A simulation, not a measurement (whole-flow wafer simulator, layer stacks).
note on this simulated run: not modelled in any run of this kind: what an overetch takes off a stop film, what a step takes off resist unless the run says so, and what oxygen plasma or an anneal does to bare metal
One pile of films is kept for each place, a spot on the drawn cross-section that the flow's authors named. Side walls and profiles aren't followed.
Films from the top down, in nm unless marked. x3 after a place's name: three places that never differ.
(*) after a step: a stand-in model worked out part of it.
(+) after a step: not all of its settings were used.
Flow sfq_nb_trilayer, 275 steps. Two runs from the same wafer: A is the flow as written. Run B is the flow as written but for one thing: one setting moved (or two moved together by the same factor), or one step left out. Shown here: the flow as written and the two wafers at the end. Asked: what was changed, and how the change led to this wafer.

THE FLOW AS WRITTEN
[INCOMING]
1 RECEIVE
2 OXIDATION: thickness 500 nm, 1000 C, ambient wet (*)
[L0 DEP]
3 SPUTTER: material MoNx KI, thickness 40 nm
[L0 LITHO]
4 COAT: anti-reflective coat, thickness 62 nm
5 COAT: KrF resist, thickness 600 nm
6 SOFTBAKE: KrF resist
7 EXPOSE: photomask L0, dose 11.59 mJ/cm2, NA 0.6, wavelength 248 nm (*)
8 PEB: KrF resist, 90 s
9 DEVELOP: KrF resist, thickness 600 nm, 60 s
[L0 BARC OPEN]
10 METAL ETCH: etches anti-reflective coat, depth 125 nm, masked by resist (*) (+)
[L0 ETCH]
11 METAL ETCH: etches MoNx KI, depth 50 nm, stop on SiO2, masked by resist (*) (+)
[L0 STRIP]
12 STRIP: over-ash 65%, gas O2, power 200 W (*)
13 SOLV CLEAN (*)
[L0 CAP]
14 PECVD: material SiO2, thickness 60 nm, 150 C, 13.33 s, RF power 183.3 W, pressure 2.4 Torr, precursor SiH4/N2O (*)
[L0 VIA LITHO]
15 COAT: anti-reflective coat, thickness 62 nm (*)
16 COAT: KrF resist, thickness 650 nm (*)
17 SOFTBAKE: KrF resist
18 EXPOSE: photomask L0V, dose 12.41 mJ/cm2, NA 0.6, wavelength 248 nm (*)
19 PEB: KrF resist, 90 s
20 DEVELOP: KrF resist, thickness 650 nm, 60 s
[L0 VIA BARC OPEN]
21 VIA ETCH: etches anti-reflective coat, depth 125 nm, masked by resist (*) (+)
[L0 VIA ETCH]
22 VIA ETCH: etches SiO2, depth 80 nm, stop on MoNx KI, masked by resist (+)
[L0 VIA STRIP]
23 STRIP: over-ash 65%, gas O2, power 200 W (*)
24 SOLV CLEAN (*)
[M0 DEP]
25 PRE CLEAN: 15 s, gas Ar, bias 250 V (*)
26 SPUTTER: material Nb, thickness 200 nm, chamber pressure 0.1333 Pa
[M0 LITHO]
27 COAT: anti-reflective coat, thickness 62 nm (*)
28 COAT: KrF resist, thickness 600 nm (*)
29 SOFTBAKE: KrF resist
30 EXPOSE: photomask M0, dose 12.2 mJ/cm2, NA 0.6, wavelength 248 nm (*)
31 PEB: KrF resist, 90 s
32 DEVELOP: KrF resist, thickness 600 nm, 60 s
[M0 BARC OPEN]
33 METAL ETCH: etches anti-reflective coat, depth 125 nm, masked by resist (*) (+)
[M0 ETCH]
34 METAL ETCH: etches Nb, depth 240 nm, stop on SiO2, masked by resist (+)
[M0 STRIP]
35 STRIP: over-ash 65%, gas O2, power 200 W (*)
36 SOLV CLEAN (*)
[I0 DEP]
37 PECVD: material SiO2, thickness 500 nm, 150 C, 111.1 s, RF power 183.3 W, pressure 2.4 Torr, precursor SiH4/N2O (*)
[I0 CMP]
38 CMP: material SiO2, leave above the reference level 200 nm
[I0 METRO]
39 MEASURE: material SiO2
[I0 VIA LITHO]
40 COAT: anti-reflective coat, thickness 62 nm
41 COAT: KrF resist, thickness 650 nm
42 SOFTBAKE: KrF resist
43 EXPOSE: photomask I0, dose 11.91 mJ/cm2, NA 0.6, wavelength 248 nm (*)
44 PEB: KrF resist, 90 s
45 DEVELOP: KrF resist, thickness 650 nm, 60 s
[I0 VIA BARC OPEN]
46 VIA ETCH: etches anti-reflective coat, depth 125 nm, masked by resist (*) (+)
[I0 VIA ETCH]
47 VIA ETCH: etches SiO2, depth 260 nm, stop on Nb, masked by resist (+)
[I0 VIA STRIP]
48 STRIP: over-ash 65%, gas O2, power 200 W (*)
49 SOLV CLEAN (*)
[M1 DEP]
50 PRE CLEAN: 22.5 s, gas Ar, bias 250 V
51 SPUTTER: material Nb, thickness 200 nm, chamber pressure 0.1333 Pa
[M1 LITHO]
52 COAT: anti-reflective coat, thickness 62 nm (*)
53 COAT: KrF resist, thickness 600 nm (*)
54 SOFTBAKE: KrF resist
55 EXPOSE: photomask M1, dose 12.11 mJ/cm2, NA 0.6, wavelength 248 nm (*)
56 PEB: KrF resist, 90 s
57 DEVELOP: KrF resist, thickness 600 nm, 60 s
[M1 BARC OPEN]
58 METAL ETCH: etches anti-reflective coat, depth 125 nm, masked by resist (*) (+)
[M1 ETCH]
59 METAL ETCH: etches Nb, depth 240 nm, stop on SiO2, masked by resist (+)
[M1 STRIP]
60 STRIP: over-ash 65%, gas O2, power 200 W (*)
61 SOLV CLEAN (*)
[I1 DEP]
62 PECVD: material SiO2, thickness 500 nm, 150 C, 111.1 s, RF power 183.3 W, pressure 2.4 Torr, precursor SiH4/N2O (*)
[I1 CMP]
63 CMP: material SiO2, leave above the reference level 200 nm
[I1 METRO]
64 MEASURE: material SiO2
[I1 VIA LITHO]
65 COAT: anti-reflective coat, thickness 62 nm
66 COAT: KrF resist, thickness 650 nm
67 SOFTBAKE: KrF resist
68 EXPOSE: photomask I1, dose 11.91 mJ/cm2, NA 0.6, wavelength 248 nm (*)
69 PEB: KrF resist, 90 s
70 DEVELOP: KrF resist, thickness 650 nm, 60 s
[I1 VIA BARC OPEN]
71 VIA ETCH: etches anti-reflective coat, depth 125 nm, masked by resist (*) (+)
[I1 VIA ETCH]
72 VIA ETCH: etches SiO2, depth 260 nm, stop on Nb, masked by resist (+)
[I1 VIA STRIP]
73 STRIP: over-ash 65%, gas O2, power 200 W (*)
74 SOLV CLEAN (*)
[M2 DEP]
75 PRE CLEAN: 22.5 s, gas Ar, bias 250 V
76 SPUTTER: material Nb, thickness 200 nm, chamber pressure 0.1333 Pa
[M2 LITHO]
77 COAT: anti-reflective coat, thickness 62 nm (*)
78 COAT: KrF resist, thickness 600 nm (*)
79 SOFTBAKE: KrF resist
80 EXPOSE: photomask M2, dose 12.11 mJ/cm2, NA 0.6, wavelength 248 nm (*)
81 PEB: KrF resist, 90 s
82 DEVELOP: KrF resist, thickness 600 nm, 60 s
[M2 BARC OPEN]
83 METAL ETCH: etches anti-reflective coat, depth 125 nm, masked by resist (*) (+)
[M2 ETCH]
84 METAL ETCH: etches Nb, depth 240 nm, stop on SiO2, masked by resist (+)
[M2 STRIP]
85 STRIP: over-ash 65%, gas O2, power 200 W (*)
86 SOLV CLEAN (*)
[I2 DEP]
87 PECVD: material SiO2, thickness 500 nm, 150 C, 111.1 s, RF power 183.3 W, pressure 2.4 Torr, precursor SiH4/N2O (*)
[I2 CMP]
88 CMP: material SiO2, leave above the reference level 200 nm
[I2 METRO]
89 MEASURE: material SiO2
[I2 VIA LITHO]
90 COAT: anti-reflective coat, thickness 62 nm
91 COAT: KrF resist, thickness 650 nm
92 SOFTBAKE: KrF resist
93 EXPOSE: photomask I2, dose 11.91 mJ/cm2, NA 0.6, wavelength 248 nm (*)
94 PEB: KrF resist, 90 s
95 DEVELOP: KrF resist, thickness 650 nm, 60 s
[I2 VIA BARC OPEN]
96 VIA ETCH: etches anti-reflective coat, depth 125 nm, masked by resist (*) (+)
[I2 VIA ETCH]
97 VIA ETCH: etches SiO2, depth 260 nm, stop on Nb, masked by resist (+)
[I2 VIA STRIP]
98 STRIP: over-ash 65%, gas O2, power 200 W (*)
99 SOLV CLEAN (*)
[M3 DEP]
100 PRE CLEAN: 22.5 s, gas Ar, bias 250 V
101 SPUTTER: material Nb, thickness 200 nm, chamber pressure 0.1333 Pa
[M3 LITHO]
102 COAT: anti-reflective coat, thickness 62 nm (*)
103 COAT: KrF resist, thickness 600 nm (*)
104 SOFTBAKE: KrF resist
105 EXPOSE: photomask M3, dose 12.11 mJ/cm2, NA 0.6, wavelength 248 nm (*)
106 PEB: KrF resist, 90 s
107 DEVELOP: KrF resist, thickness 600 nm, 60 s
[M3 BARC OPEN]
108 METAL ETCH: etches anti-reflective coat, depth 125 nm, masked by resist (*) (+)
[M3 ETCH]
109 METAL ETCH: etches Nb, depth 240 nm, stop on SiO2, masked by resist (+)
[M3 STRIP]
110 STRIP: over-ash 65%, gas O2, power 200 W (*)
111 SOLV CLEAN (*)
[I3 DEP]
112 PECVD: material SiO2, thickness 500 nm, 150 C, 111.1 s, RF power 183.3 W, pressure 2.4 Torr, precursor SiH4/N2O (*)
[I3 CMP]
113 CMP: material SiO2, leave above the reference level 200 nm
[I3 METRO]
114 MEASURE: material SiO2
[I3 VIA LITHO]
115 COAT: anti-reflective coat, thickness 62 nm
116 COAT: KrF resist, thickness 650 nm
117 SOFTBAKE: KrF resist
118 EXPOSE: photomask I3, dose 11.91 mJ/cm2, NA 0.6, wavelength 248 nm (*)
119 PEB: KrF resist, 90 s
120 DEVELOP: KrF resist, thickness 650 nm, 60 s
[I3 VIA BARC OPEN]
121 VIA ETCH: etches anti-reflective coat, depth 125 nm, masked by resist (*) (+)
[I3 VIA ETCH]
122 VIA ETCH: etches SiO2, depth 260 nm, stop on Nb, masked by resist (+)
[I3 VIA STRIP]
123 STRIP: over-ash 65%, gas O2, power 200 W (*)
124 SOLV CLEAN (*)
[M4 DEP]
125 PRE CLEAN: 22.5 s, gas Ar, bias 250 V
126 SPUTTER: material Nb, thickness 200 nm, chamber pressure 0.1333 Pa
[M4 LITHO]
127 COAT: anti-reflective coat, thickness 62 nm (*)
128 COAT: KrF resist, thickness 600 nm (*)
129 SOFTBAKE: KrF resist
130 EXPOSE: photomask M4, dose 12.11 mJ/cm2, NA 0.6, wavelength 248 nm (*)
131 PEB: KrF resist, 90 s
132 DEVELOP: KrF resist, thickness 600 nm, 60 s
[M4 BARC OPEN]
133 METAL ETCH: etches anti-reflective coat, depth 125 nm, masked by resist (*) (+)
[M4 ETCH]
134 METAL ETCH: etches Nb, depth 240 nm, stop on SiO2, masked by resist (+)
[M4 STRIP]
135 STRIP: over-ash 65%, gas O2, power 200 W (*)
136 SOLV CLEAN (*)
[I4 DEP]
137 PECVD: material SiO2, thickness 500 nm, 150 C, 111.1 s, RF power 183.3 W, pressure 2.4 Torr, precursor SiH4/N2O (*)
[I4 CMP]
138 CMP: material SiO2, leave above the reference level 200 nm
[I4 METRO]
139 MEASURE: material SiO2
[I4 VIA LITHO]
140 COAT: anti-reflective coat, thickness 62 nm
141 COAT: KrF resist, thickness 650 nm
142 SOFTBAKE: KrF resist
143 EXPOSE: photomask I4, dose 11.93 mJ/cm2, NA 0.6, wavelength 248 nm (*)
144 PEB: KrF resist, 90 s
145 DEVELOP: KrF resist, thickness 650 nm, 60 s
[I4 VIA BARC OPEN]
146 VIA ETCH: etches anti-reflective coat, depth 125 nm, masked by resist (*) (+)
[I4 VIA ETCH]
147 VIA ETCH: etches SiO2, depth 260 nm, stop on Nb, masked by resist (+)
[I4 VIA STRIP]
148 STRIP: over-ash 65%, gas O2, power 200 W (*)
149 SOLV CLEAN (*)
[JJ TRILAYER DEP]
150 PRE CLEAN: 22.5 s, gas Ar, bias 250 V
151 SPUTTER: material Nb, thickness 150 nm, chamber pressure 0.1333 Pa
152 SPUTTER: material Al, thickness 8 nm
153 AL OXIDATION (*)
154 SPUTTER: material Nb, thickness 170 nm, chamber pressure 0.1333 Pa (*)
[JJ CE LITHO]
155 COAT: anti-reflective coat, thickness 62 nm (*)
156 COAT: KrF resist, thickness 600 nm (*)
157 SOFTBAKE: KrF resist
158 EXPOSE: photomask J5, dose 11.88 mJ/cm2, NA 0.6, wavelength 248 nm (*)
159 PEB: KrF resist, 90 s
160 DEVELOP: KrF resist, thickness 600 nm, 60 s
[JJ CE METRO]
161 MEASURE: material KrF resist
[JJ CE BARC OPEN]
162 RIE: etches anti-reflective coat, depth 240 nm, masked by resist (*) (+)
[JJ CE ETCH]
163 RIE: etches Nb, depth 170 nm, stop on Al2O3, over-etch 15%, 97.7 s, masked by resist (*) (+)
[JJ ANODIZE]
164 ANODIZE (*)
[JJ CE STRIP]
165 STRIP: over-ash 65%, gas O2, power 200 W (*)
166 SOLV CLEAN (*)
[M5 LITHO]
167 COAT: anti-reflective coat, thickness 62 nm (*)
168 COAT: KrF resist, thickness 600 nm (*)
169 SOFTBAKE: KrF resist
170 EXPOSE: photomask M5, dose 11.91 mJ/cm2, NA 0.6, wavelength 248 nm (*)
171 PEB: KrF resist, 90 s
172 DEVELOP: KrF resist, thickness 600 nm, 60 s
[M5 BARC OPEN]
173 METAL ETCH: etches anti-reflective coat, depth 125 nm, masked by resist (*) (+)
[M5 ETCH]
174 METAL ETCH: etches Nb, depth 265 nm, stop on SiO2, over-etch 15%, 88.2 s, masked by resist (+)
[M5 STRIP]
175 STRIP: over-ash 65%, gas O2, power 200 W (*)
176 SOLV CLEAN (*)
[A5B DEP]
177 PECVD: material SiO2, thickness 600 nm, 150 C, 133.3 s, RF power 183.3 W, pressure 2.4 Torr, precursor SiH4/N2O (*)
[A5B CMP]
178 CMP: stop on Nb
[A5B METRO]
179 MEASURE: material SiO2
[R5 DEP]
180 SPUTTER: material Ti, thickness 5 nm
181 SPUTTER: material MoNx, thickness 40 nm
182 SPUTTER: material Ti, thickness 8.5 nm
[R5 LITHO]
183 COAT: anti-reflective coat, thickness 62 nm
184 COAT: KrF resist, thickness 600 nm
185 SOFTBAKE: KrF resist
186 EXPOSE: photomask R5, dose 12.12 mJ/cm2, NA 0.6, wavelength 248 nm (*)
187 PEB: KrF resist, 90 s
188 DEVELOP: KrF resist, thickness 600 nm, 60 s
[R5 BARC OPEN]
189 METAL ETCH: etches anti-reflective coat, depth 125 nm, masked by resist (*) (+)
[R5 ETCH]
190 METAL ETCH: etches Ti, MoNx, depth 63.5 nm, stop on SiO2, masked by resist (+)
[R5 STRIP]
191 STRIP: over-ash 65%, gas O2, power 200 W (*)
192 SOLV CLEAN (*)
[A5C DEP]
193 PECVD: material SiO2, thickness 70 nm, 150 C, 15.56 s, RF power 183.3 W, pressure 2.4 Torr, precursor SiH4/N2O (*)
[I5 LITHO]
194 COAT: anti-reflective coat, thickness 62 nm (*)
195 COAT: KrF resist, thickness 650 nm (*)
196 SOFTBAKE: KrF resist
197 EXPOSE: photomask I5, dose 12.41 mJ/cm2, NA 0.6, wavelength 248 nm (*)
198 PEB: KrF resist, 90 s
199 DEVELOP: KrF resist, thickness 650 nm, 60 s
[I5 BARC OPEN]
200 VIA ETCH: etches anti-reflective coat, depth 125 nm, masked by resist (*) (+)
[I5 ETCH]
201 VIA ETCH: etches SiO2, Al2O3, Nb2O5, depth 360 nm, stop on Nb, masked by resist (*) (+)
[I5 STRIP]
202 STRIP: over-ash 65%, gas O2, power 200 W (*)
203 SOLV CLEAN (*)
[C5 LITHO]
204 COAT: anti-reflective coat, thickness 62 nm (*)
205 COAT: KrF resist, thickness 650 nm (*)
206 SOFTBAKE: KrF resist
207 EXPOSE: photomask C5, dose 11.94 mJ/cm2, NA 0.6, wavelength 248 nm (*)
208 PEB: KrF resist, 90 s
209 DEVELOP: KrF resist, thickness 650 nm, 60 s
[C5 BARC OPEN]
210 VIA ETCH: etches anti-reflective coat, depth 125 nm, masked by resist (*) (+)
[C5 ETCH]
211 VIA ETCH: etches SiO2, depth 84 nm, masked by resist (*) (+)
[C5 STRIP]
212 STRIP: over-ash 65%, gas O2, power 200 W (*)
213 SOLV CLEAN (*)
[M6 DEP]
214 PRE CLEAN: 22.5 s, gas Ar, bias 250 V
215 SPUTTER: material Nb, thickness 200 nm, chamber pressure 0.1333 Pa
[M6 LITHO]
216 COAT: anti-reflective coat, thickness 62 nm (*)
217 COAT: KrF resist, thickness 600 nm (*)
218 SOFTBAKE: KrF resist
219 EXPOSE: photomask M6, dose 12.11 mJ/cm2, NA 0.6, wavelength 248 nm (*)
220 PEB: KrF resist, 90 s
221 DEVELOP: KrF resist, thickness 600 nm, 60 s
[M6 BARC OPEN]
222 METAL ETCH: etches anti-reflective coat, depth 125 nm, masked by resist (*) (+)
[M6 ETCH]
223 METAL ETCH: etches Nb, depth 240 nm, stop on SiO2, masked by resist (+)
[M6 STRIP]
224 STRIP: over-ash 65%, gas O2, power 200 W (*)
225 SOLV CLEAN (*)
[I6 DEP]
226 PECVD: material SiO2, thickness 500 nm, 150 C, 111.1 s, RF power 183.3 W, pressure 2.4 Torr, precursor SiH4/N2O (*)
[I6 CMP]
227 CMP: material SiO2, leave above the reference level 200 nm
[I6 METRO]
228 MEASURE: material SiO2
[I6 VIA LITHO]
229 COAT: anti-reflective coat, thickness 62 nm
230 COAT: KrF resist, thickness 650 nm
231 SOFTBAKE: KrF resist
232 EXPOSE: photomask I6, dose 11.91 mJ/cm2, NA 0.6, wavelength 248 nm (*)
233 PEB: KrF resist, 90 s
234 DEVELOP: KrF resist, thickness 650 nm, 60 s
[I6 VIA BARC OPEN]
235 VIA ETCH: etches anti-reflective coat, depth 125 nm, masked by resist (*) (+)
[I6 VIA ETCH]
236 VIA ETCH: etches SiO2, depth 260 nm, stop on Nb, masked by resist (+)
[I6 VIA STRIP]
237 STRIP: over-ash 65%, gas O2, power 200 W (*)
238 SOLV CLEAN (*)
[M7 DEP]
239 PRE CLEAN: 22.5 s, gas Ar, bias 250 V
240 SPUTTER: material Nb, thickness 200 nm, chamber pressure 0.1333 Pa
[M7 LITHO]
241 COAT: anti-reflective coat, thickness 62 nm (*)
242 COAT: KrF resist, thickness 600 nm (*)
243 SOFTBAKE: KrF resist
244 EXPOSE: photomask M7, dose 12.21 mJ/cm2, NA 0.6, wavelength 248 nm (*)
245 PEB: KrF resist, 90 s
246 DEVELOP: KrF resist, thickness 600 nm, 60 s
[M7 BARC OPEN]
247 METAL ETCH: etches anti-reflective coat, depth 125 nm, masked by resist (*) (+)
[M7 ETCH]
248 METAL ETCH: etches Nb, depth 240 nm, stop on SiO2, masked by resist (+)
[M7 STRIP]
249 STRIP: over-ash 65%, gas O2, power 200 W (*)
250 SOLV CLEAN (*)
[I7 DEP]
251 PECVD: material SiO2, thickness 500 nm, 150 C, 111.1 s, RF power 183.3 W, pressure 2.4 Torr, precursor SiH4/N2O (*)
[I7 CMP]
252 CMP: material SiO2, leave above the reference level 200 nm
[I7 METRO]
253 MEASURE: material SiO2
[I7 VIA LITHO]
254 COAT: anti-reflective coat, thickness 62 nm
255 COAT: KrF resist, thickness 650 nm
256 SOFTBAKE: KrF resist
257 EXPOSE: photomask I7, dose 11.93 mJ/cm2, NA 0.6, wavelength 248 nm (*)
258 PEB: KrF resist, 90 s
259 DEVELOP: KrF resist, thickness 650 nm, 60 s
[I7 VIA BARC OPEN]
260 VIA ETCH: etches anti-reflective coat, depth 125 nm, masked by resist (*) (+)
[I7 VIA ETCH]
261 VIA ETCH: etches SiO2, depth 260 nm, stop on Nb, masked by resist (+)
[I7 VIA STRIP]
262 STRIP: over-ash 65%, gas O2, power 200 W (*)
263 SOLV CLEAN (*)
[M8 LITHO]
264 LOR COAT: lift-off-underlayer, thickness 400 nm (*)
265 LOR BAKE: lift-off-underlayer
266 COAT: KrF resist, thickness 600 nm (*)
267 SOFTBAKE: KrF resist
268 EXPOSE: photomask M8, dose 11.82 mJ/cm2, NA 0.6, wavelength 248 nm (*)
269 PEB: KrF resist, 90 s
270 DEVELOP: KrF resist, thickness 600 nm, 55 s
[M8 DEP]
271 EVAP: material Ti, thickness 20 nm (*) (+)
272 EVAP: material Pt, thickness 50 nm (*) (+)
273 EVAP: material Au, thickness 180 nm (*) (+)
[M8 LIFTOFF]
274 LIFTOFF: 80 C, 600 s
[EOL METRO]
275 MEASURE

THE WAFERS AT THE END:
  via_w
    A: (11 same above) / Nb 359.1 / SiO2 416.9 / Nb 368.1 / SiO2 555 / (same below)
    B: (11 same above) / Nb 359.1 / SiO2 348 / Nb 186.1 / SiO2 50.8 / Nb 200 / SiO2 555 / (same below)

The cause: step 47, VIA ETCH: depth 141.5 nm was run, where the flow has depth 260 nm.

How the change led to this, step by step:
  47 VIA ETCH: etches SiO2, depth 260 nm, stop on Nb, masked by resist (+)
      via_w: A SiO2 -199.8 (all of it) | B SiO2 -141.5
      field_l, v_sur, via_wl and 102 more: A KrF resist -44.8 | B KrF resist -24.4
  48 STRIP: over-ash 65%, gas O2, power 200 W (*)
      field_l, v_sur, via_wl and 102 more: A KrF resist -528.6 (all of it), anti-reflective coat -62 (all of it) | B KrF resist -549 (all of it), anti-reflective coat -62 (all of it)
  50 PRE CLEAN: 22.5 s, gas Ar, bias 250 V
      via_w: A Nb -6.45 | B SiO2 -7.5
  51 SPUTTER: material Nb, thickness 200 nm, chamber pressure 0.1333 Pa
      via_w: A Nb +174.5 | B Nb +186.1 (new film)
  52 COAT: anti-reflective coat, thickness 62 nm (*)
      via_wl: A anti-reflective coat +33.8 (new film) | B anti-reflective coat +35.6 (new film)
      via_w: A anti-reflective coat +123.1 (new film) | B anti-reflective coat +109.9 (new film)
  53 COAT: KrF resist, thickness 600 nm (*)
      via_w: A KrF resist +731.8 (new film) | B KrF resist +685.2 (new film)
  60 STRIP: over-ash 65%, gas O2, power 200 W (*)
      via_wl: A KrF resist -385.5 (all of it), anti-reflective coat -33.8 (all of it) | B KrF resist -390.6 (all of it), anti-reflective coat -35.6 (all of it)
      via_w: A KrF resist -513.8 (all of it), anti-reflective coat -123.1 (all of it) | B KrF resist -467.3 (all of it), anti-reflective coat -109.9 (all of it)
  62 PECVD: material SiO2, thickness 500 nm, 150 C, 111.1 s, RF power 183.3 W, pressure 2.4 Torr, precursor SiH4/N2O (*)
      via_w: A SiO2 +606 (new film) | B SiO2 +512.6 (new film)
  63 CMP: material SiO2, leave above the reference level 200 nm
      via_w: A SiO2 -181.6 | B SiO2 -157.1
Counting metal films that touch as one body, via_w has 6 bodies (between them, from the top down: SiO2 192.5; SiO2 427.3 / Al2O3 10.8 / Nb2O5 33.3; SiO2 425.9; SiO2 348; SiO2 50.8); the flow as written gives 5 bodies (between them, from the top down: SiO2 192.5; SiO2 427.3 / Al2O3 10.8 / Nb2O5 33.3; SiO2 425.9; SiO2 416.9).
